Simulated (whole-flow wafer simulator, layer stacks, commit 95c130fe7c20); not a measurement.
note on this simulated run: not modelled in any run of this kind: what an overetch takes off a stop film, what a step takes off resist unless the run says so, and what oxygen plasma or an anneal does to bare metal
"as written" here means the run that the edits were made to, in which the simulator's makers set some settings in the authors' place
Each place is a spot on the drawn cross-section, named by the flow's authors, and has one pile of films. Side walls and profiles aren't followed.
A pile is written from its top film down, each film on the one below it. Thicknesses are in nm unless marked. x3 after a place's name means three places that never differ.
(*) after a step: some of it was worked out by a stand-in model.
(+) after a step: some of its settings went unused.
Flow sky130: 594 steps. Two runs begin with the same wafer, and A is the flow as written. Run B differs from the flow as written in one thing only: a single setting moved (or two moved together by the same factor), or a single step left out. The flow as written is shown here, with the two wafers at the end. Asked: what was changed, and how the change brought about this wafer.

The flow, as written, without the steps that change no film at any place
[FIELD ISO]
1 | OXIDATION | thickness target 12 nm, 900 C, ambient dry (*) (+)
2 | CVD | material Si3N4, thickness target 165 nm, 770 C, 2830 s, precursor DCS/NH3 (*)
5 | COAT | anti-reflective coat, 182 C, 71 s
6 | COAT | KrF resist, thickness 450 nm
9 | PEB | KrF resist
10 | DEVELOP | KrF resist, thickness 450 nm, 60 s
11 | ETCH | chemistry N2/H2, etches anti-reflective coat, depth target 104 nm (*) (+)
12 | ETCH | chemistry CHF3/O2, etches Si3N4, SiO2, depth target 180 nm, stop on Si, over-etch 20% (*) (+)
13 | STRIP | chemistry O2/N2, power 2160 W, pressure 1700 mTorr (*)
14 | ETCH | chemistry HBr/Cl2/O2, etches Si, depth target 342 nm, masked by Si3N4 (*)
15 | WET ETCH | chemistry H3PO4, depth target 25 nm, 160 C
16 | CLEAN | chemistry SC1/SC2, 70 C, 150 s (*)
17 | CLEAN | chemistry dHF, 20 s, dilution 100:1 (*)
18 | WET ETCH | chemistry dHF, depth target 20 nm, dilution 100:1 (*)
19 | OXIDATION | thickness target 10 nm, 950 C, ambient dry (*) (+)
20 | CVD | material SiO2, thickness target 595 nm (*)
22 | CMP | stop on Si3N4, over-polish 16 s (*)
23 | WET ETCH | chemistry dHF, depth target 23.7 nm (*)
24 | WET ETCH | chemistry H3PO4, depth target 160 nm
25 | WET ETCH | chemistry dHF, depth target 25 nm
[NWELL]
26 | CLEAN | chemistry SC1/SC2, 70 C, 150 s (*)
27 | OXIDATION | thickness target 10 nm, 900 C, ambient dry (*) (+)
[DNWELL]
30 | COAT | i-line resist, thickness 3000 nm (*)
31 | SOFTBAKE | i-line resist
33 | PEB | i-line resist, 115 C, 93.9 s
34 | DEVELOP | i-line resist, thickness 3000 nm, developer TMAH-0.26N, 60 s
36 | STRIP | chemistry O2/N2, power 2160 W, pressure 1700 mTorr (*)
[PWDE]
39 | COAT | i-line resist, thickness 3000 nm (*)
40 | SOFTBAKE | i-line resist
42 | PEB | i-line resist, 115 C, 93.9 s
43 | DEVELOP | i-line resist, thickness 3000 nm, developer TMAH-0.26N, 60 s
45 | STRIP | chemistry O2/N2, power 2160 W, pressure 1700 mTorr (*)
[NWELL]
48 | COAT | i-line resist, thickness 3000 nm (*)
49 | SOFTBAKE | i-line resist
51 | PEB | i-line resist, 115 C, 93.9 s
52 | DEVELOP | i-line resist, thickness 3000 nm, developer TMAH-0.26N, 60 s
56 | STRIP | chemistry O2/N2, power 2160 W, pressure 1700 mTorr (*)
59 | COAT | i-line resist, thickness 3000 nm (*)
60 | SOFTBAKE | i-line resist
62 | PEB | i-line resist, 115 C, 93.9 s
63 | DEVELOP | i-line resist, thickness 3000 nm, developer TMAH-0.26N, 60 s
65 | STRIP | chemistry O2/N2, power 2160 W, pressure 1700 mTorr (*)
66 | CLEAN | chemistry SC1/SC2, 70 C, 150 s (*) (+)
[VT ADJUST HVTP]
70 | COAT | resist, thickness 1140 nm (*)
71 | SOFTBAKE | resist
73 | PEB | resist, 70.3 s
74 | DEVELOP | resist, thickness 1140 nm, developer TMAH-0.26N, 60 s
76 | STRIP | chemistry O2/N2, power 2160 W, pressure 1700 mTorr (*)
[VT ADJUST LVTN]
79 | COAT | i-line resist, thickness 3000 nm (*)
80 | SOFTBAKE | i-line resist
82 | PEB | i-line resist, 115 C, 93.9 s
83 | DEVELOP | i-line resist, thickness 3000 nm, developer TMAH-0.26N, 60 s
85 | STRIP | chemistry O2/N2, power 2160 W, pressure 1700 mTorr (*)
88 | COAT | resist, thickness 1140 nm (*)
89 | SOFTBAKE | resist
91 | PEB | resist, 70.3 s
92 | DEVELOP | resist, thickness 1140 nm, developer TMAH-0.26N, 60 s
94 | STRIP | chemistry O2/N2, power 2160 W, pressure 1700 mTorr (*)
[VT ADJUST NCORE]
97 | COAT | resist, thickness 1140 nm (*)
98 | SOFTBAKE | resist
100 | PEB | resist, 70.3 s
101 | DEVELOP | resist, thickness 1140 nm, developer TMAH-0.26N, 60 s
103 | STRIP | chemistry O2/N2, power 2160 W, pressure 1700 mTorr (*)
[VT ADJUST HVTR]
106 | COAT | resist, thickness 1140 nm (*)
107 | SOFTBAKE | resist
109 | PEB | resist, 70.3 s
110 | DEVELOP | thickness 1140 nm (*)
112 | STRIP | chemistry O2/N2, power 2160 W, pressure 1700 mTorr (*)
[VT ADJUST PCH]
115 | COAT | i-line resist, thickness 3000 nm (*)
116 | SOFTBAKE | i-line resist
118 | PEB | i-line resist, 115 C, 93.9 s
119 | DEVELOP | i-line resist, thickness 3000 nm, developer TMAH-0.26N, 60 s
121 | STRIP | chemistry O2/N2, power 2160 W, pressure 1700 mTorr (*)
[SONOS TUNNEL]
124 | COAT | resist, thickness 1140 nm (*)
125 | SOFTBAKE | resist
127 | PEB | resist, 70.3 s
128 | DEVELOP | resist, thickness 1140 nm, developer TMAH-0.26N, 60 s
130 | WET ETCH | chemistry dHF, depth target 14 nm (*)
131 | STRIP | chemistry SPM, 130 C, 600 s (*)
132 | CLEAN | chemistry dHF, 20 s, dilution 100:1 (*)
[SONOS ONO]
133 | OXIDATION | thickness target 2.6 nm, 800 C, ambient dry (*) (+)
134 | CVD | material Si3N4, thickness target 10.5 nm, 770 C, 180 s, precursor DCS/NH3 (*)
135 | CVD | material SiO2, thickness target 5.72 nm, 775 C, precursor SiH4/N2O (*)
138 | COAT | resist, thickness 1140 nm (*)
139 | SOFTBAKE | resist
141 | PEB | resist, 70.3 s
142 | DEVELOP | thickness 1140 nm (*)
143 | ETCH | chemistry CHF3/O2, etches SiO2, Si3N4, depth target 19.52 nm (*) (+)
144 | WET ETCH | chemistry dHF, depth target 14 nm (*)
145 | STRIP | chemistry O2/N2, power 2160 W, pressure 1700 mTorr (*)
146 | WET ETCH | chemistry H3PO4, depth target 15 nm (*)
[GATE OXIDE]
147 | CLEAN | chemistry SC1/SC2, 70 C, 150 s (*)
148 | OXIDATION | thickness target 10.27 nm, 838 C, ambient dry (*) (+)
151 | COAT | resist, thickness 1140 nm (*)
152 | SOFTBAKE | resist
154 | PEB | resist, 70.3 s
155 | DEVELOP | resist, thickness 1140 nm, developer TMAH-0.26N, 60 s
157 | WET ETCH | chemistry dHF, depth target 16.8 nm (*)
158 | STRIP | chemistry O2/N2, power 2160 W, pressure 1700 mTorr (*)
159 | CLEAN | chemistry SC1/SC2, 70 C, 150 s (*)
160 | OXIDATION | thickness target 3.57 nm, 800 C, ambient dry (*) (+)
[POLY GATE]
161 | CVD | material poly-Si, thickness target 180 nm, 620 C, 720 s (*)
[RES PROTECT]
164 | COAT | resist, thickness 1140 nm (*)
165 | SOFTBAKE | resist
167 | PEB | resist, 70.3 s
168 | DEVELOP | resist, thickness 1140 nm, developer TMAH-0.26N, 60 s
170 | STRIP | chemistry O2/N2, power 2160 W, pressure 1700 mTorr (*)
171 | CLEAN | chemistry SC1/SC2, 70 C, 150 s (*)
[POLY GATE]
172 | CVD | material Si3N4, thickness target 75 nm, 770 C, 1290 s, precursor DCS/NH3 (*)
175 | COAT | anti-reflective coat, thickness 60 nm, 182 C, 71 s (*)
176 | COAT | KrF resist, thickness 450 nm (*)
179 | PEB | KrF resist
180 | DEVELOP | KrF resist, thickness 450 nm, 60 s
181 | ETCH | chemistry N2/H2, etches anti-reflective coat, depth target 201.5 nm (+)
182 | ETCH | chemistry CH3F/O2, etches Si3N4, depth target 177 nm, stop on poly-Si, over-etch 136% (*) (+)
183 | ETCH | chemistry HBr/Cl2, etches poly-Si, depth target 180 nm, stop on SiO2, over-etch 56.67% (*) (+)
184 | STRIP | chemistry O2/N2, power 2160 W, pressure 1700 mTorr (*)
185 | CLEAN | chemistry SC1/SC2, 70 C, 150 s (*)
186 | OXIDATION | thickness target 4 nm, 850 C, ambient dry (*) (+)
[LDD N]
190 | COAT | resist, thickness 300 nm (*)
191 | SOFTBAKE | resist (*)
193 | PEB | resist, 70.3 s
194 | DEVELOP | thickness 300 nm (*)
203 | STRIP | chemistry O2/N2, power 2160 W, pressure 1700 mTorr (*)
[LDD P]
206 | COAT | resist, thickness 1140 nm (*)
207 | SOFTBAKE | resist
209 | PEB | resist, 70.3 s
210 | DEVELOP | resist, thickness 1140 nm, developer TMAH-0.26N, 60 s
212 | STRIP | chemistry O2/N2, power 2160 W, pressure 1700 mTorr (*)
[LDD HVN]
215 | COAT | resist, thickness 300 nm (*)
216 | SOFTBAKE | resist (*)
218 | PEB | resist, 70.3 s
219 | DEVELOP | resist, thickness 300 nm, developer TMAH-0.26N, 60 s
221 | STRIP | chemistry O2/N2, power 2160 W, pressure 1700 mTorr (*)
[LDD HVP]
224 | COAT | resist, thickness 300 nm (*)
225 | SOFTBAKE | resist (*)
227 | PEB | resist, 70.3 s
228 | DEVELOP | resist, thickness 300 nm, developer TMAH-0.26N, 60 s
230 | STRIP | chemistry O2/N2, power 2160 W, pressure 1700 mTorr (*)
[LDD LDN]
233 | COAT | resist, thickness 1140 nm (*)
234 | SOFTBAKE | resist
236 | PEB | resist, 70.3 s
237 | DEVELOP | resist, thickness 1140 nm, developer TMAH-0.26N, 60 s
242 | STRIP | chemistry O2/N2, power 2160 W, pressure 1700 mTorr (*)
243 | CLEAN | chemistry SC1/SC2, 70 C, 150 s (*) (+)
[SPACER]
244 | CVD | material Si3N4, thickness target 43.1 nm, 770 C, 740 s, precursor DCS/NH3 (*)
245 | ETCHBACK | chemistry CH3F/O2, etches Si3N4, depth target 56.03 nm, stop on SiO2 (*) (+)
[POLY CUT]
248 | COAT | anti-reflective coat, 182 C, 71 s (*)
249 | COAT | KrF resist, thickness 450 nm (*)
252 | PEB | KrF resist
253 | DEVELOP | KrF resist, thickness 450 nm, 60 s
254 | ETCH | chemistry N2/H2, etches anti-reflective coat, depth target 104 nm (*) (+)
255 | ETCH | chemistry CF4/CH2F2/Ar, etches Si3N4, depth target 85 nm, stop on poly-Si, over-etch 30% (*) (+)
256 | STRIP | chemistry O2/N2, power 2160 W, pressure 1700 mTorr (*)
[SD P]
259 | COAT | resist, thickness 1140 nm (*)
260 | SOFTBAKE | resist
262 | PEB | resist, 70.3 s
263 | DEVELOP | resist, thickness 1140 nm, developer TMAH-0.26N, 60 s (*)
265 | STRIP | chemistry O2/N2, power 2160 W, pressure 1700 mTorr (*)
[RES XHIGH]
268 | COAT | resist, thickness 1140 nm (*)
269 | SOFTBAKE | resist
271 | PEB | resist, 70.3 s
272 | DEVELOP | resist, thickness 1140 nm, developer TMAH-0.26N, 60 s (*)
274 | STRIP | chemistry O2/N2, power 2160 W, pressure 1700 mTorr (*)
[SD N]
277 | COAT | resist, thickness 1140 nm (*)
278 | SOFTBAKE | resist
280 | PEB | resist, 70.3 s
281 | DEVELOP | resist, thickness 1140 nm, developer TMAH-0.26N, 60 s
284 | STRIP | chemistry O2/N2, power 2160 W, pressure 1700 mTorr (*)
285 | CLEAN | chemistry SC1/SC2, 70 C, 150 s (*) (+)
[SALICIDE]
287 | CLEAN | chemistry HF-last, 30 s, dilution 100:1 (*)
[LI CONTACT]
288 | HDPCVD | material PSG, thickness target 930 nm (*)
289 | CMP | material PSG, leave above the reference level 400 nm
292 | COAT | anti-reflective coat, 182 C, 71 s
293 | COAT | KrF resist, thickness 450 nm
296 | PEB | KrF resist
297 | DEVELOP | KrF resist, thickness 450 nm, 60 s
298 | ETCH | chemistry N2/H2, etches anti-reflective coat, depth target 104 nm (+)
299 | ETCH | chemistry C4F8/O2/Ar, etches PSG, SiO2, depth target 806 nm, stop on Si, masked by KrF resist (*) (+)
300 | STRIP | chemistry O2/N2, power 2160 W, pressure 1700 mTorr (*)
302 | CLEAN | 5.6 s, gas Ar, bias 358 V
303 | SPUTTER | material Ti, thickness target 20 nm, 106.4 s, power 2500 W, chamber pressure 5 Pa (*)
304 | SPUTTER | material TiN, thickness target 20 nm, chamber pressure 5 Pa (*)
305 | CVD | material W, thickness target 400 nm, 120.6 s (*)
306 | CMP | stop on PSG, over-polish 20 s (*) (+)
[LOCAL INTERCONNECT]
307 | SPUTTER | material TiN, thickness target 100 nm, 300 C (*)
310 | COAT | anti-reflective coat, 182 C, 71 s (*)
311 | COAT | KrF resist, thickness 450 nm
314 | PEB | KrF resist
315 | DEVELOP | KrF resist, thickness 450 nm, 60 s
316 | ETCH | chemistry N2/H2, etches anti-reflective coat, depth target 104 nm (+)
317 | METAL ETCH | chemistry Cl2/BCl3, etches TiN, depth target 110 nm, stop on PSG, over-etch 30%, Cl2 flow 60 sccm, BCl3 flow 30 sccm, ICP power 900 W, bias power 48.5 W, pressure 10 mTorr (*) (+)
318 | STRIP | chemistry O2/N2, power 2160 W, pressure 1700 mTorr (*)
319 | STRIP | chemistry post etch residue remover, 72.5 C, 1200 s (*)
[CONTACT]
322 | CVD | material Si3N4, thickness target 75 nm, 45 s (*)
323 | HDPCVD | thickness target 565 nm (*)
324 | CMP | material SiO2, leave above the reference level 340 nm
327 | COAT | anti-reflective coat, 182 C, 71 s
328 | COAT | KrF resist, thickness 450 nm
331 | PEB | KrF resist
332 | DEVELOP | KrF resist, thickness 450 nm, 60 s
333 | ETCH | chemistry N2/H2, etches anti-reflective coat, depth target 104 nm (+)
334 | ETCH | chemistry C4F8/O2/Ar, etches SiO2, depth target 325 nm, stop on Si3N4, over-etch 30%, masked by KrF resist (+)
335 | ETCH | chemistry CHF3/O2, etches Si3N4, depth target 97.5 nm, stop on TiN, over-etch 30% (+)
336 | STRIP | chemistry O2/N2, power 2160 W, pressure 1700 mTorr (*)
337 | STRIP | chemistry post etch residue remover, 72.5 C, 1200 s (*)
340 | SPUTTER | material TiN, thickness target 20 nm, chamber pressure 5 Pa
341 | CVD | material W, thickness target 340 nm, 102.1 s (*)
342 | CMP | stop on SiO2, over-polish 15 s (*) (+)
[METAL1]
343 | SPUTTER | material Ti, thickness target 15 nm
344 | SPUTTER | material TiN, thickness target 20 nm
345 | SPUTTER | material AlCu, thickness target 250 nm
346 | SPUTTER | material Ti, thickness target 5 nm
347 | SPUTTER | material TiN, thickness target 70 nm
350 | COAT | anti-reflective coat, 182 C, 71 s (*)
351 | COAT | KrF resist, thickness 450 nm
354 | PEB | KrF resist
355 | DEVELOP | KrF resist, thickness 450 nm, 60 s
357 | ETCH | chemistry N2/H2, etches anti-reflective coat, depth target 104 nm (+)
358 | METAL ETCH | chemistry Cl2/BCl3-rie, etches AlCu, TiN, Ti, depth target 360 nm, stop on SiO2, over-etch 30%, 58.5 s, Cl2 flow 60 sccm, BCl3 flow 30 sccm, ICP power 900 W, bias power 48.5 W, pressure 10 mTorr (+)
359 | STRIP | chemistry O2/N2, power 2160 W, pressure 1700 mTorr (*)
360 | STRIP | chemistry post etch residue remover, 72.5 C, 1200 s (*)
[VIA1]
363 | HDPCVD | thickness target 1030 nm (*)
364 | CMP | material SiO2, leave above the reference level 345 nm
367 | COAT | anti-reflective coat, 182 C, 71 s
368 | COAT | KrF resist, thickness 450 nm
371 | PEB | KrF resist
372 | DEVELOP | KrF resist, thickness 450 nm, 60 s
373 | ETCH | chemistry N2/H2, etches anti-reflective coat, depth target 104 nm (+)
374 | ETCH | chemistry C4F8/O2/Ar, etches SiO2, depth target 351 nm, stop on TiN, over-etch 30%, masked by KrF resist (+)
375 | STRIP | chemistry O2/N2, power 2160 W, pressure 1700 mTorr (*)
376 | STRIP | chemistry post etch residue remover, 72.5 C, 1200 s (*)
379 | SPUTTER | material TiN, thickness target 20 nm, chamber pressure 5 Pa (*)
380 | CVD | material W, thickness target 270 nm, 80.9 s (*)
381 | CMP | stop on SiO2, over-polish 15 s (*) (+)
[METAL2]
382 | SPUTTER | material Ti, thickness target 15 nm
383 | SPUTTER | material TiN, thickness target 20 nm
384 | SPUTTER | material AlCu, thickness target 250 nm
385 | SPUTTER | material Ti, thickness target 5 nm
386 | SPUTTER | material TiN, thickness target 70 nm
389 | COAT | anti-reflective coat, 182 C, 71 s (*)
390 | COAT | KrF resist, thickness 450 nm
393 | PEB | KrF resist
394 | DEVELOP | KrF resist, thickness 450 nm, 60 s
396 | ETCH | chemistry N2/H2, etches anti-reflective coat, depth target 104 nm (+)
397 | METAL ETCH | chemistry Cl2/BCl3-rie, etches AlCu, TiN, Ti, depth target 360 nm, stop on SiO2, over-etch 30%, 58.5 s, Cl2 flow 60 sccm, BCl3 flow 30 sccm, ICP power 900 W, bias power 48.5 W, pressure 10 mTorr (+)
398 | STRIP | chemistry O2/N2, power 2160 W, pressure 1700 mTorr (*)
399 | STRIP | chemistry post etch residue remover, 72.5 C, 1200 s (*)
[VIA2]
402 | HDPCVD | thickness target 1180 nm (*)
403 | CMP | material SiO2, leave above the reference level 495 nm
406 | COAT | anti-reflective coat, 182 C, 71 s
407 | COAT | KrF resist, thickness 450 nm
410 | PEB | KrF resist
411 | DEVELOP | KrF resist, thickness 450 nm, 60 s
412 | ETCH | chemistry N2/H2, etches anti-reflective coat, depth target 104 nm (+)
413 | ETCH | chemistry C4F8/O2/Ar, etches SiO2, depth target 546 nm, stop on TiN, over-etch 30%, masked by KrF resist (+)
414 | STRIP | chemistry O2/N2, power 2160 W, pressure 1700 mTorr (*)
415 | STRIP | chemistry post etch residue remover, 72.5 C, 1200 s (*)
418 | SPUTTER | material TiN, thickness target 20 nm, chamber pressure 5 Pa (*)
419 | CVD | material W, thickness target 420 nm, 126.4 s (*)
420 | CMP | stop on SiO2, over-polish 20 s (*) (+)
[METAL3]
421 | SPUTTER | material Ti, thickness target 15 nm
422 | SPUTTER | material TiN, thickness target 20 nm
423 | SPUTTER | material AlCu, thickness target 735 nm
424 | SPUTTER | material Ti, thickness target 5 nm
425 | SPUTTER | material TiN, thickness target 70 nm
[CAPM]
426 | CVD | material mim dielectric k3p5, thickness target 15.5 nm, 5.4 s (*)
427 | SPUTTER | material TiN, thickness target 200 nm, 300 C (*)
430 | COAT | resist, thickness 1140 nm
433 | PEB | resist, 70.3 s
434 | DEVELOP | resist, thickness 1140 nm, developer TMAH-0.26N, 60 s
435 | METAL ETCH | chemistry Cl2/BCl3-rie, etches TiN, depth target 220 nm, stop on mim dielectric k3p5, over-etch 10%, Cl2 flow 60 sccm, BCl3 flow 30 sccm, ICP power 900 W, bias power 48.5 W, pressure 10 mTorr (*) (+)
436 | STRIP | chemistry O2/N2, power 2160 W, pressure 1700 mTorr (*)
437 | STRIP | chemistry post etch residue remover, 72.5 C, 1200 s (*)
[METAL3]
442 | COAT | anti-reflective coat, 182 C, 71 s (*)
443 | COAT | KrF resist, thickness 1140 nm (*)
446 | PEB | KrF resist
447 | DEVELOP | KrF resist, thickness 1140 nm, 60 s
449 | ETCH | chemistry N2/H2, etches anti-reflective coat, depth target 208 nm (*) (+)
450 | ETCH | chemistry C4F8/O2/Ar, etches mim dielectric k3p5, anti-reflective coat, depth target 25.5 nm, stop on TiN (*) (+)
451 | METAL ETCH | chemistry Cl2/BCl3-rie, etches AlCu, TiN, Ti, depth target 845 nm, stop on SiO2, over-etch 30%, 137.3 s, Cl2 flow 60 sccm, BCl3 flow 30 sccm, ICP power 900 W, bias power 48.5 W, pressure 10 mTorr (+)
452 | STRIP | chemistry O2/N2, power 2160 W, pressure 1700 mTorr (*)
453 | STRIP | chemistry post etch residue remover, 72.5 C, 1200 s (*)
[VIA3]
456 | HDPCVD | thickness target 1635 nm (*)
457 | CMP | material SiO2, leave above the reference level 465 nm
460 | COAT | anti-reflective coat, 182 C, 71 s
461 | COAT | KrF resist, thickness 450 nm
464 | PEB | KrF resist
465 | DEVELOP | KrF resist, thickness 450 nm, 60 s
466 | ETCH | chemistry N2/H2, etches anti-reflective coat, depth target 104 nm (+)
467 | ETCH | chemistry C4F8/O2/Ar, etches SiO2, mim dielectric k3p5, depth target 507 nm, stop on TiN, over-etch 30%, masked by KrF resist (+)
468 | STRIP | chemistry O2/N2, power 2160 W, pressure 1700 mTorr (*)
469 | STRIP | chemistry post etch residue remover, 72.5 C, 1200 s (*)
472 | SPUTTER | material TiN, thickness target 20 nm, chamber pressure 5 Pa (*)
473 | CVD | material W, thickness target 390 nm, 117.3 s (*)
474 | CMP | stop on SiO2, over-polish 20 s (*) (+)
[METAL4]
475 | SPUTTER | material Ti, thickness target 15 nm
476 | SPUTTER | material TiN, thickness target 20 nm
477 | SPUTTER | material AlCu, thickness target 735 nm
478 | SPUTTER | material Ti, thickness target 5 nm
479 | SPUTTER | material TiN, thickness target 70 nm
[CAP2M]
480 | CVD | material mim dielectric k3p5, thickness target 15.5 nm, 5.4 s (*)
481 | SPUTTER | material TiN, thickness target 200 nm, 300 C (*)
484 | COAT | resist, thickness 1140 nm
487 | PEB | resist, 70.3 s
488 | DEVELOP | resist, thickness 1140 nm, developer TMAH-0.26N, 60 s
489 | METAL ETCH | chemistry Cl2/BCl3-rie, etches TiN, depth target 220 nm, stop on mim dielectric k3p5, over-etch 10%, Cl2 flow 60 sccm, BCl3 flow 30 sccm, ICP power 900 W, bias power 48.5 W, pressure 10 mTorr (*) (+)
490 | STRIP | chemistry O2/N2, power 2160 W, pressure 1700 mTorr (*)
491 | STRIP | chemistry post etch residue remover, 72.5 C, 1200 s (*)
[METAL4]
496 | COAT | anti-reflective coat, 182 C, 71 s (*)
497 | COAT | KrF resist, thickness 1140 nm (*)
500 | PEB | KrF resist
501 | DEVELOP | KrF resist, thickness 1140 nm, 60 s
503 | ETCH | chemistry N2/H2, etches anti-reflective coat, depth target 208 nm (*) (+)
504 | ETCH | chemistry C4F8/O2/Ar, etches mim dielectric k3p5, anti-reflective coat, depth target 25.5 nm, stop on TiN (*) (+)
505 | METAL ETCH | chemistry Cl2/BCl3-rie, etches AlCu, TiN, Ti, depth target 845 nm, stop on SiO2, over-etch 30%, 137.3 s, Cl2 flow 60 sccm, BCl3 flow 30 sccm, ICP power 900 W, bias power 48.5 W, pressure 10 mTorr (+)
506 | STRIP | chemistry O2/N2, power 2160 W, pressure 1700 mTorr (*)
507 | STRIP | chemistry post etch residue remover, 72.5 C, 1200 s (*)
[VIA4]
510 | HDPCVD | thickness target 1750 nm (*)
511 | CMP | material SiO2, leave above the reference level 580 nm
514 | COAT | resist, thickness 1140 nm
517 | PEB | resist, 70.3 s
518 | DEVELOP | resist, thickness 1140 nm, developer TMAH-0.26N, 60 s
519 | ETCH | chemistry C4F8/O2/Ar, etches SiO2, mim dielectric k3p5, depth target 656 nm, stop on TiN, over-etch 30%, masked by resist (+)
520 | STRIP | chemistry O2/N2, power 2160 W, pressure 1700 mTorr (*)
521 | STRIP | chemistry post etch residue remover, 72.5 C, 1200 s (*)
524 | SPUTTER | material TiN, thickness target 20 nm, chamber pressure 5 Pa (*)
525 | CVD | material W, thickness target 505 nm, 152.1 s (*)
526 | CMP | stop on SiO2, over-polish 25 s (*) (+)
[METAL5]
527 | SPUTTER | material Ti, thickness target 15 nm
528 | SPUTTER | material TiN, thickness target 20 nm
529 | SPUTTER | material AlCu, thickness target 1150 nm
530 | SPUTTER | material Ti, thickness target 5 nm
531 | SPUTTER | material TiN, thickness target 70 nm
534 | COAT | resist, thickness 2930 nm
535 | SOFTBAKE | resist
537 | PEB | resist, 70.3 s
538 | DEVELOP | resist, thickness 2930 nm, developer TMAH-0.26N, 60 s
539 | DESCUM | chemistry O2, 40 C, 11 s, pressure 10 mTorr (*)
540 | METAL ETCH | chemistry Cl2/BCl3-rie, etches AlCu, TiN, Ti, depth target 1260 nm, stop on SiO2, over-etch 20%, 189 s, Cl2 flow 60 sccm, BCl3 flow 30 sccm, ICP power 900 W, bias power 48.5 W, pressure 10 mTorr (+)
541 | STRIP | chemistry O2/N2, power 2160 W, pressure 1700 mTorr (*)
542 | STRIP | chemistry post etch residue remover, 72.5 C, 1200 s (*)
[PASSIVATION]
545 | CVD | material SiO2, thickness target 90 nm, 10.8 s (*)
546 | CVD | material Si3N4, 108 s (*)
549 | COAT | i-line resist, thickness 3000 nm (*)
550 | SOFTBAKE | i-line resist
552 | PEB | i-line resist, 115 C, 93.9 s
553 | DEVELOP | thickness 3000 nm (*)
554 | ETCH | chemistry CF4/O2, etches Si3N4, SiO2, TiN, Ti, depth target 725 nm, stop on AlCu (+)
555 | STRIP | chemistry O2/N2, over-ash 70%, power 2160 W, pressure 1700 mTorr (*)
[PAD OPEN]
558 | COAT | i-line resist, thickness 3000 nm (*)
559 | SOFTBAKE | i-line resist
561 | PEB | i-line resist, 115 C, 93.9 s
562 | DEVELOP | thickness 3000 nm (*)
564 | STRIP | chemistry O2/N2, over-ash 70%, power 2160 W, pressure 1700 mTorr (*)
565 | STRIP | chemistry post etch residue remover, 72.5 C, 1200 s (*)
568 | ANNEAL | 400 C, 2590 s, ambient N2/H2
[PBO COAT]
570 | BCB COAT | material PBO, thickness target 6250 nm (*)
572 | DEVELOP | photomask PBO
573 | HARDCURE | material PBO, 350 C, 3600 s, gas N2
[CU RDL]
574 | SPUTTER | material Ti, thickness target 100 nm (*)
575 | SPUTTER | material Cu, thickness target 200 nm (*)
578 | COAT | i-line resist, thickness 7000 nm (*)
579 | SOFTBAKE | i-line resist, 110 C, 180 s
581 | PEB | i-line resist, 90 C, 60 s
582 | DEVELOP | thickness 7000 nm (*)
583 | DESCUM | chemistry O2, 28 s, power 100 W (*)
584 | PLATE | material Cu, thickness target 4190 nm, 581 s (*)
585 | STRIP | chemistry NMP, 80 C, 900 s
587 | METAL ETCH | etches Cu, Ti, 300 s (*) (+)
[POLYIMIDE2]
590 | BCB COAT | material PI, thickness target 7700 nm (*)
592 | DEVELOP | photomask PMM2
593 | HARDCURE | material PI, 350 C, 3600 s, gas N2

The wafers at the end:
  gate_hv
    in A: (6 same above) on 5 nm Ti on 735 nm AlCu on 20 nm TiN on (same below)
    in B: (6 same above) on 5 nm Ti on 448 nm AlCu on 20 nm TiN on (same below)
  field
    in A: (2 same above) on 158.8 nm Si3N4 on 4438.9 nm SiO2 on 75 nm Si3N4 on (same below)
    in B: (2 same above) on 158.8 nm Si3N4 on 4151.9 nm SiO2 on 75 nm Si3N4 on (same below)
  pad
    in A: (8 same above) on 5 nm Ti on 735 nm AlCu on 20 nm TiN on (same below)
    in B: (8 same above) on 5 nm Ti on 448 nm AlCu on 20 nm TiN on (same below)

Cause: step 477, SPUTTER: thickness target 448 nm was run, whereas the flow has thickness target 735 nm.
The wafer lets one read it off: gate_hv has AlCu 448, and step 477 as written asks for 735 nm.

The path from the change to this, step by step:
  477 | SPUTTER | material AlCu, thickness target 735 nm
      field, active, n_well and 189 more: A +735 AlCu (new film) | B +448 AlCu (new film)
  505 | METAL ETCH | chemistry Cl2/BCl3-rie, etches AlCu, TiN, Ti, depth target 845 nm, stop on SiO2, over-etch 30%, 137.3 s, Cl2 flow 60 sccm, BCl3 flow 30 sccm, ICP power 900 W, bias power 48.5 W, pressure 10 mTorr (+)
      field, gate, spacer and 68 more: A -70 TiN (all of it), -5 Ti (all of it), -735 AlCu (all of it), -20 TiN (all of it), -15 Ti (all of it), -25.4 SiO2 | B -70 TiN (all of it), -5 Ti (all of it), -448 AlCu (all of it), -20 TiN (all of it), -15 Ti (all of it), -54.1 SiO2
      active, vpp_iso1, mim_edge_plate and 13 more: A -70 TiN (all of it), -5 Ti (all of it), -735 AlCu (all of it), -20 TiN (all of it), -15 Ti (all of it), -25.3 SiO2 | B -70 TiN (all of it), -5 Ti (all of it), -448 AlCu (all of it), -20 TiN (all of it), -15 Ti (all of it), -54.1 SiO2
      (as well as at 1 more place)
  511 | CMP | material SiO2, leave above the reference level 580 nm
      field, gate, spacer and 61 more: A -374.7 SiO2 | B -632.9 SiO2
      active, vpp_ln, vpp_iso2 and 13 more: A -374.7 SiO2 | B -633 SiO2
      (as well as at 8 more places)
